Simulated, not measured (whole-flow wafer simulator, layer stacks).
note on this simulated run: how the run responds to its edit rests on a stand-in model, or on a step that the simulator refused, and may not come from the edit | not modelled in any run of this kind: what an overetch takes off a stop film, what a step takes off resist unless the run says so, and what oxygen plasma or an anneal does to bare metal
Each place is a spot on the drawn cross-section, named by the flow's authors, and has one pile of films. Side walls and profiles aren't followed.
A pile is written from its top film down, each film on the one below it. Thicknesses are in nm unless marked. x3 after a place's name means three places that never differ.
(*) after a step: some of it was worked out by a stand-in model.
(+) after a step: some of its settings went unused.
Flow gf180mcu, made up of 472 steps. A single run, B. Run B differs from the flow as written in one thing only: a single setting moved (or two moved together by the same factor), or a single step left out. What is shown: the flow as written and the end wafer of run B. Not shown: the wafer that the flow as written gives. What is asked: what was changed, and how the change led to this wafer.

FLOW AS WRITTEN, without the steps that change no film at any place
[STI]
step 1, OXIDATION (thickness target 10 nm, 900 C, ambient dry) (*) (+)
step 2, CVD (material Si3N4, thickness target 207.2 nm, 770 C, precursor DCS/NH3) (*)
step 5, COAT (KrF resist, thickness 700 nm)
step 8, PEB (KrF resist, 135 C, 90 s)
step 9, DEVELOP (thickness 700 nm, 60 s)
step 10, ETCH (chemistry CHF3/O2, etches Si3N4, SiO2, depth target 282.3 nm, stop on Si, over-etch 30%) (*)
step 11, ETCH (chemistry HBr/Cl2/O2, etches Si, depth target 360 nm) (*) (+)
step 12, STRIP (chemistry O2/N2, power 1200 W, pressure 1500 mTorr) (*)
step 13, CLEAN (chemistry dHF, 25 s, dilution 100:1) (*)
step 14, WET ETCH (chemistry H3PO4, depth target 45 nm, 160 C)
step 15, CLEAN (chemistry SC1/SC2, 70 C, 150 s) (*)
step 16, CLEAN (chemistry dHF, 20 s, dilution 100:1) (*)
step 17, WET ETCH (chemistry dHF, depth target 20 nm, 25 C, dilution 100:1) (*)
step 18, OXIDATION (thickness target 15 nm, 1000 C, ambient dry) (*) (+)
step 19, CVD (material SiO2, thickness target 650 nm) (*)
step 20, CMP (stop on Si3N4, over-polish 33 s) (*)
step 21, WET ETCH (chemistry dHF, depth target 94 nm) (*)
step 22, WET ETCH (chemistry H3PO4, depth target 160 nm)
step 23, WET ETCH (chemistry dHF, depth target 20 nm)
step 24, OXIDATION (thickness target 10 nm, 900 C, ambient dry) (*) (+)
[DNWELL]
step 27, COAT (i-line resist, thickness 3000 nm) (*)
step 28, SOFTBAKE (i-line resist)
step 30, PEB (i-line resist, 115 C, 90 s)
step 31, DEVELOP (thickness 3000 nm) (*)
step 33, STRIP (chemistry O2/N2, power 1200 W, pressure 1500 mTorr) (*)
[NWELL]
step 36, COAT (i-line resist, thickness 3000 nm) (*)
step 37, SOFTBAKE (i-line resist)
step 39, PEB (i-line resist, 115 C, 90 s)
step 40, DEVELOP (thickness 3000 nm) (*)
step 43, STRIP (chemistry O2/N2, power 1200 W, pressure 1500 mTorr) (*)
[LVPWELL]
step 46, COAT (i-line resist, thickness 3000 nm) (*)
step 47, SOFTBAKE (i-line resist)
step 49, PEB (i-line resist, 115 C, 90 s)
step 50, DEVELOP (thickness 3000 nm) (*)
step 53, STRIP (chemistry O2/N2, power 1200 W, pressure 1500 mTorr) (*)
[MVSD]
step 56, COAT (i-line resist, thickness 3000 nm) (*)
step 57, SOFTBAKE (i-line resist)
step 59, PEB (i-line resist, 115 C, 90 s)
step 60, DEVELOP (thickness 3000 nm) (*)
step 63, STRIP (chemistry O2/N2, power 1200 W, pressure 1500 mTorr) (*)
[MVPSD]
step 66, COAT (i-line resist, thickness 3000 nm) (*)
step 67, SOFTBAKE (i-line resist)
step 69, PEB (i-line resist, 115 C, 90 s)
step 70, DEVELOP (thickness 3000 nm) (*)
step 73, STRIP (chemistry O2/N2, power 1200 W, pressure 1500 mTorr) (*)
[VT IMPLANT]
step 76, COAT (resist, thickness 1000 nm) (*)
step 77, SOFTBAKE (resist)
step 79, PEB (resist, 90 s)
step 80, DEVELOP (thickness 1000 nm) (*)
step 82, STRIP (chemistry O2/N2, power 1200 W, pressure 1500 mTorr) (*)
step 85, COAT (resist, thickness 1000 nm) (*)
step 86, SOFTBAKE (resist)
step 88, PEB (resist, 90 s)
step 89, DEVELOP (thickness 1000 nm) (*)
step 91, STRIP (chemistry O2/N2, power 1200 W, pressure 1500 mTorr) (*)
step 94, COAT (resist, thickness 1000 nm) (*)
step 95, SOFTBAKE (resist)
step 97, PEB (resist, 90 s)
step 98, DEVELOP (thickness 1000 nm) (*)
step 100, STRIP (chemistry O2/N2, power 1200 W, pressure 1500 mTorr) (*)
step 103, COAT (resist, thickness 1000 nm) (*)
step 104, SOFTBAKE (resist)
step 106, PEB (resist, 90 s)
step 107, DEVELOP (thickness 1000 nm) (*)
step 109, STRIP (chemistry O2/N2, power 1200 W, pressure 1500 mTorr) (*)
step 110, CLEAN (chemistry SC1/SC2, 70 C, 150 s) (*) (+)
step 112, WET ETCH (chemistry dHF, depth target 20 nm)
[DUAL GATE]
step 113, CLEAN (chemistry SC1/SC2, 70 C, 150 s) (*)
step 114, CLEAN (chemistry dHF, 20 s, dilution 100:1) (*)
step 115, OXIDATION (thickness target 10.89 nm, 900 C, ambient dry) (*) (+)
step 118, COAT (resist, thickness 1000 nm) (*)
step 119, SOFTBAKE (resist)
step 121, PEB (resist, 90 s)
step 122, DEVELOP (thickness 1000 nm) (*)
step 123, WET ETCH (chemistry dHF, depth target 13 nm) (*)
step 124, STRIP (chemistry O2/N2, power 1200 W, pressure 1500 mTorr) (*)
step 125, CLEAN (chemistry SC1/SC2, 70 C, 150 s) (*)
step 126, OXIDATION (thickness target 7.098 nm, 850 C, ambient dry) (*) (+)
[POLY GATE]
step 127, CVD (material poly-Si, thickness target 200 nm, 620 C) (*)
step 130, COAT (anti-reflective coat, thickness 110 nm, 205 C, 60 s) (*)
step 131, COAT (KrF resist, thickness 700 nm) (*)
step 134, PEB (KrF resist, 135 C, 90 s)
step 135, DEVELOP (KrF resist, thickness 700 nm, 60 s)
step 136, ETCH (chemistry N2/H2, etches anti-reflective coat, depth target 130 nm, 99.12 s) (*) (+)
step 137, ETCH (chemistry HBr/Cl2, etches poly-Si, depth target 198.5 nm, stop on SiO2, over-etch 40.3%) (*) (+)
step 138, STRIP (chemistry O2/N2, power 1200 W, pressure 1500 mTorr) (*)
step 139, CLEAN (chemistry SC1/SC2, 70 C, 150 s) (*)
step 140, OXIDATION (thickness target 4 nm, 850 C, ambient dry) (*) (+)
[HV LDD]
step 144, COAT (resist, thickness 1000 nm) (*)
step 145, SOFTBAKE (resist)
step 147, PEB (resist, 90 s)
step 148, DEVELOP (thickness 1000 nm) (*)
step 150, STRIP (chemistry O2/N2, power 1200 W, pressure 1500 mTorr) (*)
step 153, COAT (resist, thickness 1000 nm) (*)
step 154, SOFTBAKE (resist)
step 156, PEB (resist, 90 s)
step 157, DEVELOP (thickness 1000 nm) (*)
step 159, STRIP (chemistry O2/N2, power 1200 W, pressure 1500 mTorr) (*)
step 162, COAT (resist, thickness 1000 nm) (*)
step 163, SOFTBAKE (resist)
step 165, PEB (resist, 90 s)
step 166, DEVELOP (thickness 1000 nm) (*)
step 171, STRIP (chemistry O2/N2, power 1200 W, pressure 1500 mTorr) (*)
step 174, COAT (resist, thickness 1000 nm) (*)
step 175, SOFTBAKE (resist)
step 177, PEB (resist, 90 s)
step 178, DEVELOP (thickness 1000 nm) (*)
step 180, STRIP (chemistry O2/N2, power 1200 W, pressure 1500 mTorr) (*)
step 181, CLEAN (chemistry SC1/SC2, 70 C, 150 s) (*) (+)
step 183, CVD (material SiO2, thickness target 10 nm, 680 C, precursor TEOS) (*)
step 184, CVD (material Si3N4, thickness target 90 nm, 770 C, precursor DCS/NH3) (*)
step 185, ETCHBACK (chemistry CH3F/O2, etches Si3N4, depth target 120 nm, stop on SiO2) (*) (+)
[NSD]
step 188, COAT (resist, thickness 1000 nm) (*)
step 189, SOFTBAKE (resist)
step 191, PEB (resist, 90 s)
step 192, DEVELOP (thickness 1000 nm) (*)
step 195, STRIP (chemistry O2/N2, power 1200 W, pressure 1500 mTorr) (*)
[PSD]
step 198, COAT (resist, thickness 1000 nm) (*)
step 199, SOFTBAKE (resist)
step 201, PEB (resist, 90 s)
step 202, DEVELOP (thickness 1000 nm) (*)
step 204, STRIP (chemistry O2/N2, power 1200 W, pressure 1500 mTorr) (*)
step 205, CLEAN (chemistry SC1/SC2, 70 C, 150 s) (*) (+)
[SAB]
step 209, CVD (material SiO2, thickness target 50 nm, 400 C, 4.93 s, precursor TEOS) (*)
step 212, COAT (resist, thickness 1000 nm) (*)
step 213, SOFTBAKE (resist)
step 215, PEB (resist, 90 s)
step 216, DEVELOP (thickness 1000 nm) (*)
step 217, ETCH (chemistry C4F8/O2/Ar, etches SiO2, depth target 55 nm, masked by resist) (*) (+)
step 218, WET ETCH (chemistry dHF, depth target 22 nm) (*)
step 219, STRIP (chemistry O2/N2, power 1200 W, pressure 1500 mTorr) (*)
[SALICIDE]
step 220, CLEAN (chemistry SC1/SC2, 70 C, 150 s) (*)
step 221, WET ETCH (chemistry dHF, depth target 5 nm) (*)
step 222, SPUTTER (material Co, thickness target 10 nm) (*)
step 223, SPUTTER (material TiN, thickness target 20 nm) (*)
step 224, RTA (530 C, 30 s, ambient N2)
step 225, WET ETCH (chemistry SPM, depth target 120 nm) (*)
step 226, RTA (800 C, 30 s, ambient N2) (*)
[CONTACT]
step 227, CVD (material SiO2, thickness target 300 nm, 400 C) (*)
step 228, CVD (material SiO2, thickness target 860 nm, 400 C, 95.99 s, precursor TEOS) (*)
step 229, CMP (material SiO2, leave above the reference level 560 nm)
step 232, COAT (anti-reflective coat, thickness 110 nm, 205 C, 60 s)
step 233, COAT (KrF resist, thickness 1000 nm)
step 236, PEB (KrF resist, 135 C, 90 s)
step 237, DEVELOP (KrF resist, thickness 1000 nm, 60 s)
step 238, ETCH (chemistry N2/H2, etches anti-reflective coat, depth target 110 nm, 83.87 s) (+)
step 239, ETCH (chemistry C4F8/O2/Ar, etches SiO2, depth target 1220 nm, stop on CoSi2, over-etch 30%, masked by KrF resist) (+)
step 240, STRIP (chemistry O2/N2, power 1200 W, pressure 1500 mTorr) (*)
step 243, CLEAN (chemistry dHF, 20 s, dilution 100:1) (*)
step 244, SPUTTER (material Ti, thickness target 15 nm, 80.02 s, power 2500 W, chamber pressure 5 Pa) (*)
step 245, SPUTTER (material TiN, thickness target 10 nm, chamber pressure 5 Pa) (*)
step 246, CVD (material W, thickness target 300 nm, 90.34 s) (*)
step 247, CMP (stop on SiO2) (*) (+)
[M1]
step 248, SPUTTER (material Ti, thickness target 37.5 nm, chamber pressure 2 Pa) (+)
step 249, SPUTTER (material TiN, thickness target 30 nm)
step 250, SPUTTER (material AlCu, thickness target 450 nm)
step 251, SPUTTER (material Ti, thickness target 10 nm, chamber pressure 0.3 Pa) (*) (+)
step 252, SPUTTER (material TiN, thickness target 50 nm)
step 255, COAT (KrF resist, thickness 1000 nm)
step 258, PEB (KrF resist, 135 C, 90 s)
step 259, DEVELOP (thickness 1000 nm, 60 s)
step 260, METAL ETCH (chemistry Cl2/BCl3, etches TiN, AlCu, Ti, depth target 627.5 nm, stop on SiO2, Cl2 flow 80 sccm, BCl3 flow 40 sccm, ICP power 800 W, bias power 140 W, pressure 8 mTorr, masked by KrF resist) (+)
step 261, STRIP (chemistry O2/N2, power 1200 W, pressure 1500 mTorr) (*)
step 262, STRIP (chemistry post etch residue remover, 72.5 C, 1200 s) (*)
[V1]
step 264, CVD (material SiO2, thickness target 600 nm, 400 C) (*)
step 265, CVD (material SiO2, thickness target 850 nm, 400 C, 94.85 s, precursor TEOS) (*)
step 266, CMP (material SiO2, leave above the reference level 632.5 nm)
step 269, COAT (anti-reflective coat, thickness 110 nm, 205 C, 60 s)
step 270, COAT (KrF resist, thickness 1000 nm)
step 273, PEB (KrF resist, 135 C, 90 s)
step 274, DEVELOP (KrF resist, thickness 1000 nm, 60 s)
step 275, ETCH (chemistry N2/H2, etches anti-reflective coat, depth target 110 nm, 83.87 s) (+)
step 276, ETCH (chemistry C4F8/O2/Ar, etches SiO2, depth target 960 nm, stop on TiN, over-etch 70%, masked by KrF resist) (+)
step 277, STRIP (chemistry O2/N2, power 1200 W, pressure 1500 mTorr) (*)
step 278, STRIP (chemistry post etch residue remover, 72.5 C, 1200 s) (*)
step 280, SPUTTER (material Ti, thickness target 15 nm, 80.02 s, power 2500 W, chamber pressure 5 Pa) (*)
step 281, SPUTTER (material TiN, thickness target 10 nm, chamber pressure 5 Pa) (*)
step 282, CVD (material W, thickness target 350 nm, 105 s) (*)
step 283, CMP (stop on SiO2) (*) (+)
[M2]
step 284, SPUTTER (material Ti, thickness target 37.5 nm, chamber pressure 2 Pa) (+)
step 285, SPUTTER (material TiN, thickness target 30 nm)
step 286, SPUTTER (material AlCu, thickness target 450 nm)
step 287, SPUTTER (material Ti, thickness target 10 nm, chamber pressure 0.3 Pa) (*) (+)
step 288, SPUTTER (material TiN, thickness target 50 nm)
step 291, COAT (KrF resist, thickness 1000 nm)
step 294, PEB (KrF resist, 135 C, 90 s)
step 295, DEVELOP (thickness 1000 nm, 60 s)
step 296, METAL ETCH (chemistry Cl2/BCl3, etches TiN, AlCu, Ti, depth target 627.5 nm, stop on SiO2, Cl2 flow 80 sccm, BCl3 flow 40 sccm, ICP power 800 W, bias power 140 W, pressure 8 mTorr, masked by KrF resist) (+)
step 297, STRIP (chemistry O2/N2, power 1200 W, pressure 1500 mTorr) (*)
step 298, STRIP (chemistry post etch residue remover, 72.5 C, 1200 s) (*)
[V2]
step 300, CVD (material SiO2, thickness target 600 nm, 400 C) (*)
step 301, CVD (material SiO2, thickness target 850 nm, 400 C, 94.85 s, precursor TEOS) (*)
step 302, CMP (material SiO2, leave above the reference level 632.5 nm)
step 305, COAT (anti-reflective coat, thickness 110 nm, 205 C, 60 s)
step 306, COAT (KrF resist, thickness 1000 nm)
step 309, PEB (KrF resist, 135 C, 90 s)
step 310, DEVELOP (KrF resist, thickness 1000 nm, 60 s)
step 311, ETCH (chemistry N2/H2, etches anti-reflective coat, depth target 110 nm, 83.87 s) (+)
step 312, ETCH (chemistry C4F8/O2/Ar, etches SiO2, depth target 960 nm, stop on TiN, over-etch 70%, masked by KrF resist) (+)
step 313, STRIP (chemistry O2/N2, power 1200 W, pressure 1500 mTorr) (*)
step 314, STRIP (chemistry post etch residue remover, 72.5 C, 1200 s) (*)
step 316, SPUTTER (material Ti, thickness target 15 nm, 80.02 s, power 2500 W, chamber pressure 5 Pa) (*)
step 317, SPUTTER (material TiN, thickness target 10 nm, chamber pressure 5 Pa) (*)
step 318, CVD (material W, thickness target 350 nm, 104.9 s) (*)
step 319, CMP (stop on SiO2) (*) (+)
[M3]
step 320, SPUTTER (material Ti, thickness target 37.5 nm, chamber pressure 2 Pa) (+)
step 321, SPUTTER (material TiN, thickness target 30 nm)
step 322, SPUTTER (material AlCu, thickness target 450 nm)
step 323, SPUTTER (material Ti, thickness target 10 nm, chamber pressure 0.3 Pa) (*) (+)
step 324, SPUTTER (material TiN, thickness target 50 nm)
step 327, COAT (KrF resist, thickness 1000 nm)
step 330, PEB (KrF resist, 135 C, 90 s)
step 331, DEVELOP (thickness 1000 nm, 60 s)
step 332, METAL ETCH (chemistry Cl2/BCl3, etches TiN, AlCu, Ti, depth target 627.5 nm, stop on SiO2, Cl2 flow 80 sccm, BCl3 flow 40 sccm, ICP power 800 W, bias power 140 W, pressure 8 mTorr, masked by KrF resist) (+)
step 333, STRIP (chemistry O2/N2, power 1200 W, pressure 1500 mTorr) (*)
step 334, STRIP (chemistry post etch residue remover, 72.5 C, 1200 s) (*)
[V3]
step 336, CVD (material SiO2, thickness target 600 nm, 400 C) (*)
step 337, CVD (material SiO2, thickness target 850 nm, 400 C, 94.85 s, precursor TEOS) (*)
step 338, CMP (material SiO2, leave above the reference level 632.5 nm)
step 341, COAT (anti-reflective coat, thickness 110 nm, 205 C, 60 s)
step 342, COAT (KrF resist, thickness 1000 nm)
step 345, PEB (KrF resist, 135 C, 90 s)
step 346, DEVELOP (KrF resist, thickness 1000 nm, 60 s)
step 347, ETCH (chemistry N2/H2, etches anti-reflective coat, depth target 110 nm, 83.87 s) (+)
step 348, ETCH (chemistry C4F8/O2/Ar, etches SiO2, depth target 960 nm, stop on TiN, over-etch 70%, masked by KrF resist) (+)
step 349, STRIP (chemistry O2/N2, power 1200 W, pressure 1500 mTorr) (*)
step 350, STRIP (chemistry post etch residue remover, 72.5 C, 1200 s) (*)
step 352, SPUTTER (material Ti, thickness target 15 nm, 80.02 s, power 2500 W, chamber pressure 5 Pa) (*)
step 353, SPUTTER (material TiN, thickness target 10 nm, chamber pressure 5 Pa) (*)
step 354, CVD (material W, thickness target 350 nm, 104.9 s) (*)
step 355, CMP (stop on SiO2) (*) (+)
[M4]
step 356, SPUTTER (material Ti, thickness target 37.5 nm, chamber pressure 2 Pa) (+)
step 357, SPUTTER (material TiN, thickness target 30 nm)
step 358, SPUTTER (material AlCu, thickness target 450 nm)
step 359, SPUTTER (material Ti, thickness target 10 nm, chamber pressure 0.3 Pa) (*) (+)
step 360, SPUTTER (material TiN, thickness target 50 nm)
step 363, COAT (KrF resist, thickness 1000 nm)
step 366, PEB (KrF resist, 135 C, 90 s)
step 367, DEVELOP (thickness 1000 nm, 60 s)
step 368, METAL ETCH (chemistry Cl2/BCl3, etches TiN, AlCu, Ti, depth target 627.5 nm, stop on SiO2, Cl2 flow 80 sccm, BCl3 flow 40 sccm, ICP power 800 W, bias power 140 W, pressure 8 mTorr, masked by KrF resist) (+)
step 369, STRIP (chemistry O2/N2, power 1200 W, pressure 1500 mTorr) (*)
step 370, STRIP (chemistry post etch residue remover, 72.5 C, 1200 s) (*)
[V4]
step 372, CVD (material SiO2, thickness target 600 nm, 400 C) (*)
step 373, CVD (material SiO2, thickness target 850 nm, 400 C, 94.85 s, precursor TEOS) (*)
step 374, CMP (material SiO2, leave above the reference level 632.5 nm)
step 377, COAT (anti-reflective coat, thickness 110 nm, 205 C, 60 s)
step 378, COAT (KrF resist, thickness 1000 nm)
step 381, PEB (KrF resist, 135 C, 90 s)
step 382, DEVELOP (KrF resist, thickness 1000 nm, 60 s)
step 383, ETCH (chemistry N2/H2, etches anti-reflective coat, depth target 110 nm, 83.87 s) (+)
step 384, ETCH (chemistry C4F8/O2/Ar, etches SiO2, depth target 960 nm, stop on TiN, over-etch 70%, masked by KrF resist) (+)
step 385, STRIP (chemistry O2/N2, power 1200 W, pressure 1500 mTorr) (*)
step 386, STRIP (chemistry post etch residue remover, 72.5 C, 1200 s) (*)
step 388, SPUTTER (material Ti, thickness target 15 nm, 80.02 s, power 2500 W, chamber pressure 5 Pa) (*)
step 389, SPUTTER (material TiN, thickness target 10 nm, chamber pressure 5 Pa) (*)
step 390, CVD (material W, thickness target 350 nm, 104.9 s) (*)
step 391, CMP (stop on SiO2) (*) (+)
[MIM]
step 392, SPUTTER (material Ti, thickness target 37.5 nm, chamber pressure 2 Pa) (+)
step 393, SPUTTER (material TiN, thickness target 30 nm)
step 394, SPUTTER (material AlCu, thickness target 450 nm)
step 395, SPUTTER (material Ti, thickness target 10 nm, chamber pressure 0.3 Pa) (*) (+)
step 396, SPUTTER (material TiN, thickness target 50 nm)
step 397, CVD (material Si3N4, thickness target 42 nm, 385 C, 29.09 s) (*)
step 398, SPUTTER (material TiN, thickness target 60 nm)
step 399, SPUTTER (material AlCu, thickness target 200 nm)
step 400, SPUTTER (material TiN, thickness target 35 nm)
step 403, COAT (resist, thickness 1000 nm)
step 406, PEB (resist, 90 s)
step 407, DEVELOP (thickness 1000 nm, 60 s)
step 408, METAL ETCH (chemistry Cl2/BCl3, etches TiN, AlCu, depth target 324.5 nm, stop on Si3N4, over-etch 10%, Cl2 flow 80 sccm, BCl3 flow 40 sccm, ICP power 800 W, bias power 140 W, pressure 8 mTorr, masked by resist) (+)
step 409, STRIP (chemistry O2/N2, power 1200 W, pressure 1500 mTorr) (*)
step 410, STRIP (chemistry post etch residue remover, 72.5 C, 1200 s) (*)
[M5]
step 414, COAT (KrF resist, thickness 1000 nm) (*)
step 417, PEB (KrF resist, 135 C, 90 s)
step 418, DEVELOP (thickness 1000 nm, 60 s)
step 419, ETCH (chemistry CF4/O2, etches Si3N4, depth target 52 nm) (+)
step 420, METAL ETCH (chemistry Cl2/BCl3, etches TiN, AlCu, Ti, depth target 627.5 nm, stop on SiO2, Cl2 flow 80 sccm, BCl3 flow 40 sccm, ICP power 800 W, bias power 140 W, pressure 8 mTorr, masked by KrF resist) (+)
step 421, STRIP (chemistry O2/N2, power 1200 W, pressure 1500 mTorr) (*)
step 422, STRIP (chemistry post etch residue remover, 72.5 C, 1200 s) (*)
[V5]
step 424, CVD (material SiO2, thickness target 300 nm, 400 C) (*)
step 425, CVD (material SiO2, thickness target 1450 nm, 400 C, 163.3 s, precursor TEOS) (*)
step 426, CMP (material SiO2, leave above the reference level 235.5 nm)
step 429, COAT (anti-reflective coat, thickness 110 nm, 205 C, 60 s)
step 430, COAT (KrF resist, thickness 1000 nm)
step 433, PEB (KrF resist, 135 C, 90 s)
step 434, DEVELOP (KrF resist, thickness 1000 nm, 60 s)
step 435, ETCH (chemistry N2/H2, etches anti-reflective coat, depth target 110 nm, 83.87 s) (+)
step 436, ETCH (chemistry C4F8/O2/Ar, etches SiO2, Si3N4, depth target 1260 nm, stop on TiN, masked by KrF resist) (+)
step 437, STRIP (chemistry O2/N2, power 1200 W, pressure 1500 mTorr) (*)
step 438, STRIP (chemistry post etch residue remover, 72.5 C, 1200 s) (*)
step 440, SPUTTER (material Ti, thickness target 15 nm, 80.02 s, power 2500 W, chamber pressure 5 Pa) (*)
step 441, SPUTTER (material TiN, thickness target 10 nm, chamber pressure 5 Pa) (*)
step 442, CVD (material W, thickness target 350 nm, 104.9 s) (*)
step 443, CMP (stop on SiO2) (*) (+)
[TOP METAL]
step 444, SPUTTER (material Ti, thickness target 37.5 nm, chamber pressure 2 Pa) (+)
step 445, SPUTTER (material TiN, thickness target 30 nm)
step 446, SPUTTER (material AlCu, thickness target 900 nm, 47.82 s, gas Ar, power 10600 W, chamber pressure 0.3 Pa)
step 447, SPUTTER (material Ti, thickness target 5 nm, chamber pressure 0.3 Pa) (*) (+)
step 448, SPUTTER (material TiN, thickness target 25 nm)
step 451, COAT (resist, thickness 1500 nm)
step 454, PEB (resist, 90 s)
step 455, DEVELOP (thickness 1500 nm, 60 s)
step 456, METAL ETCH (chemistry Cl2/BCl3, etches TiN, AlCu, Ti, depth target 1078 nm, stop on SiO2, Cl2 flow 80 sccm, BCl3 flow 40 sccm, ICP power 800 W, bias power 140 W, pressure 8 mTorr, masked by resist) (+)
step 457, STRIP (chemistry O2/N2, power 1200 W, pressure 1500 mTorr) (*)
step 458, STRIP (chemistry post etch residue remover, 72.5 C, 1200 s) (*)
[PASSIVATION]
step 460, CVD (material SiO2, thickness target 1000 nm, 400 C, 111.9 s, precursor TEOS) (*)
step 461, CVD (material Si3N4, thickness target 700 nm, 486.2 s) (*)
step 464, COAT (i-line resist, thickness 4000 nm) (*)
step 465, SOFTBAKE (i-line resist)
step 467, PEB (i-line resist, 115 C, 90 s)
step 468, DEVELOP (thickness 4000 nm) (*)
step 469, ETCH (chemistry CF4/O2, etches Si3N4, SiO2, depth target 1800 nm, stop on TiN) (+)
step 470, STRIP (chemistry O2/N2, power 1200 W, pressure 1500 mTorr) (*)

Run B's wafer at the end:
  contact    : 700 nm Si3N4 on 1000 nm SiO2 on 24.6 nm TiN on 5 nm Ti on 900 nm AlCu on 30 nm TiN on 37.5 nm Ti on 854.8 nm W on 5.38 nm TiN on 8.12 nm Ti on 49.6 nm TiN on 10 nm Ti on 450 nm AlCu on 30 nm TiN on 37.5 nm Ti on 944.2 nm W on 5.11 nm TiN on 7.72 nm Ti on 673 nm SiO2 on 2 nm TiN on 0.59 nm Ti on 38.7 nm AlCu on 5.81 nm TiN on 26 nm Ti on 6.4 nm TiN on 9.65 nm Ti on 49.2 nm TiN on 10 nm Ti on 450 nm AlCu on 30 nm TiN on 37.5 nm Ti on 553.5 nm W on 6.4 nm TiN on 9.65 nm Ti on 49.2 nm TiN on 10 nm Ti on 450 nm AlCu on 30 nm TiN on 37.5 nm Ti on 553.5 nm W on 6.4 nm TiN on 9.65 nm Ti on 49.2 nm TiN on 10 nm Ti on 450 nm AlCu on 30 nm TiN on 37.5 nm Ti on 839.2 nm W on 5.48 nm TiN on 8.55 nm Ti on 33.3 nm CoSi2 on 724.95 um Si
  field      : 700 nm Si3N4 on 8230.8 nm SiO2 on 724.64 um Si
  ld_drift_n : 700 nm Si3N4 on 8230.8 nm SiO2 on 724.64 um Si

The reason: step 354, CVD: material W, thickness target 350 nm, 104.9 s (*), was skipped.

The path from the change to this, step by step:
  step 355, CMP (stop on SiO2) (*) (+)
      field, field__w1, field__w2 and 107 more: -10 TiN (all of it), -15 Ti (all of it), -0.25 SiO2 (as written it would have been: -350 W (all of it), -10 TiN (all of it), -15 Ti (all of it), -3.78 SiO2)
      contact: nothing (as written it would have been: -378.8 W)
  step 356, SPUTTER (material Ti, thickness target 37.5 nm, chamber pressure 2 Pa) (+)
      contact: +26 Ti (new film) (as written it would have been: +37.5 Ti (new film))
  step 357, SPUTTER (material TiN, thickness target 30 nm)
      contact: +5.81 TiN (new film) (as written it would have been: +30 TiN (new film))
  step 358, SPUTTER (material AlCu, thickness target 450 nm)
      contact: +38.7 AlCu (new film) (as written it would have been: +450 AlCu (new film))
  step 359, SPUTTER (material Ti, thickness target 10 nm, chamber pressure 0.3 Pa) (*) (+)
      contact: +0.59 Ti (new film) (as written it would have been: +10 Ti (new film))
  step 360, SPUTTER (material TiN, thickness target 50 nm)
      contact: +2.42 TiN (new film) (as written it would have been: +50 TiN (new film))
  step 363, COAT (KrF resist, thickness 1000 nm)
      field__w1, field__w8: +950 KrF resist (new film) (as written it would have been: +1000 KrF resist (new film))
      n_well: +969.9 KrF resist (new film) (as written it would have been: +1000 KrF resist (new film))
      (as well as at 7 more places)
  step 366, PEB (KrF resist, 135 C, 90 s)
      contact: -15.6 KrF resist (as written it would have been: -6.68 KrF resist)
      m1: -6.01 KrF resist (as written it would have been: -6.68 KrF resist)
  step 367, DEVELOP (thickness 1000 nm, 60 s)
      field__w1: -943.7 KrF resist (all of it) (as written it would have been: -993.3 KrF resist (all of it))
      n_well: -963.4 KrF resist (all of it) (as written it would have been: -993.3 KrF resist (all of it))
      (as well as at 4 more places)
  step 369, STRIP (chemistry O2/N2, power 1200 W, pressure 1500 mTorr) (*)
      field__w8: -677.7 KrF resist (all of it) (as written it would have been: -727.4 KrF resist (all of it))
      contact: -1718 KrF resist (all of it) (as written it would have been: -727.4 KrF resist (all of it))
      (as well as at 2 more places)
  step 372, CVD (material SiO2, thickness target 600 nm, 400 C) (*)
      contact: +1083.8 SiO2 (new film) (as written it would have been: +600 SiO2 (new film))
  step 374, CMP (material SiO2, leave above the reference level 632.5 nm)
      contact: -300 SiO2 (as written it would have been: -877.1 SiO2)
  step 384, ETCH (chemistry C4F8/O2/Ar, etches SiO2, depth target 960 nm, stop on TiN, over-etch 70%, masked by KrF resist) (+)
      contact: -960 SiO2 (as written it would have been: -572.1 SiO2 (all of it))
  step 388, SPUTTER (material Ti, thickness target 15 nm, 80.02 s, power 2500 W, chamber pressure 5 Pa) (*)
      contact: +7.72 Ti (new film) (as written it would have been: +9.65 Ti (new film))
  step 389, SPUTTER (material TiN, thickness target 10 nm, chamber pressure 5 Pa) (*)
      contact: +5.11 TiN (new film) (as written it would have been: +6.4 TiN (new film))
  step 390, CVD (material W, thickness target 350 nm, 104.9 s) (*)
      contact: +1323 W (new film) (as written it would have been: +932.3 W (new film))
If metal films that touch count as one body, contact has 2 bodies (between them, from the top down: SiO2 673); the flow as written gives 1 body.
